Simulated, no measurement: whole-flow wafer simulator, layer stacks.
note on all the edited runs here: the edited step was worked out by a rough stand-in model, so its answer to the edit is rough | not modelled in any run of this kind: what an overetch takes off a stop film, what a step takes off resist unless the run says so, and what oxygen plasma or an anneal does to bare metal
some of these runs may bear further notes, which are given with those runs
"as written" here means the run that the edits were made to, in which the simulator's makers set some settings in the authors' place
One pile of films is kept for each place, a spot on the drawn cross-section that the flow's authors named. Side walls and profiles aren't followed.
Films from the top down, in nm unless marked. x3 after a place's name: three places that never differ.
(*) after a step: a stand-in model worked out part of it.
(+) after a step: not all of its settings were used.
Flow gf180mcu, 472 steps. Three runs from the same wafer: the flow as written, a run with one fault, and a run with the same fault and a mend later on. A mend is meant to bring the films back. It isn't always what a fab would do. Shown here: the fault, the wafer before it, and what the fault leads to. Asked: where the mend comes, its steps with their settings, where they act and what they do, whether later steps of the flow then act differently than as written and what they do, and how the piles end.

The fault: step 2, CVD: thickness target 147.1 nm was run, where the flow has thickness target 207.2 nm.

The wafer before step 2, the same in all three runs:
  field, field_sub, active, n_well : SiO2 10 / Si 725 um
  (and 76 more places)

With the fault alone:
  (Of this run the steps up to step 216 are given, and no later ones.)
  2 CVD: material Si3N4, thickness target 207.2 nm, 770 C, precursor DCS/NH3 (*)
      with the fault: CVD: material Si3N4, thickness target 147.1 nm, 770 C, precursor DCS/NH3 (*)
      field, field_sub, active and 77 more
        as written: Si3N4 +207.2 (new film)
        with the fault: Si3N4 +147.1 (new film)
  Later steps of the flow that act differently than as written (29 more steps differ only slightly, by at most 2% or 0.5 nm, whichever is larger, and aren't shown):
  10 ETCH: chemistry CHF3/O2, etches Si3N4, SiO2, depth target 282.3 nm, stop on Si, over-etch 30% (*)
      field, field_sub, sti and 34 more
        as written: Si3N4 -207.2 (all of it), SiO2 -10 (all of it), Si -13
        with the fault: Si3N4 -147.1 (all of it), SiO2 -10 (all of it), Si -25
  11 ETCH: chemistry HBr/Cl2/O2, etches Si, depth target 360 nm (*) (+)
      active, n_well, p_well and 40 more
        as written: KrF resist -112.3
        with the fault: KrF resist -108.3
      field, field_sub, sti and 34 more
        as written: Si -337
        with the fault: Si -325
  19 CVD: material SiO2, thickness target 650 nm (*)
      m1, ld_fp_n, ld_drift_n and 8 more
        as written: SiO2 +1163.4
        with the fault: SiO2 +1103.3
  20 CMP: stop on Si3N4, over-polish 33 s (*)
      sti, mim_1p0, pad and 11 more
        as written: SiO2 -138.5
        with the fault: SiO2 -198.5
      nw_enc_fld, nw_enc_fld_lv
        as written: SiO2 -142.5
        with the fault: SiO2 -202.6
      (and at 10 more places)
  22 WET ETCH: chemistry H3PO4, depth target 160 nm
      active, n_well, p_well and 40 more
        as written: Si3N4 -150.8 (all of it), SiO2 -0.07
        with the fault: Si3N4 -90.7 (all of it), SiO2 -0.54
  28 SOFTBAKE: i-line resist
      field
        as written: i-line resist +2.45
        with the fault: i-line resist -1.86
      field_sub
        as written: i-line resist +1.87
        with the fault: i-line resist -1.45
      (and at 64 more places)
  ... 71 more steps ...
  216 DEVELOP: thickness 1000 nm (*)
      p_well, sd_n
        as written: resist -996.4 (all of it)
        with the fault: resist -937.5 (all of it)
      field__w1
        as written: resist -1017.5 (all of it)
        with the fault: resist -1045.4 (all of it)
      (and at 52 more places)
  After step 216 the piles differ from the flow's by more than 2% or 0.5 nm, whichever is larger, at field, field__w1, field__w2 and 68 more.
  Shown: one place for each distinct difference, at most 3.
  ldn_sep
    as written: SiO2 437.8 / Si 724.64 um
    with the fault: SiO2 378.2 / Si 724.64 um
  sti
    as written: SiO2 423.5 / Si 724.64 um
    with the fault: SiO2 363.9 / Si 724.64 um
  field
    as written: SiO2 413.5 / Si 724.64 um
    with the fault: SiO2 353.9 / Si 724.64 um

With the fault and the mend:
  The mend comes after step 2.
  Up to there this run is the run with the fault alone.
  2a CVD: material Si3N4, thickness target 60.08 nm, 770 C, precursor DCS/NH3 (*) (the flow's step 2 once more, with other settings)
      field, field_sub, active and 77 more
        Si3N4 +60.1
  No later step of the flow acts differently than as written at any place that is followed.
  At the end the piles are the same as the flow's at every place that both follow.
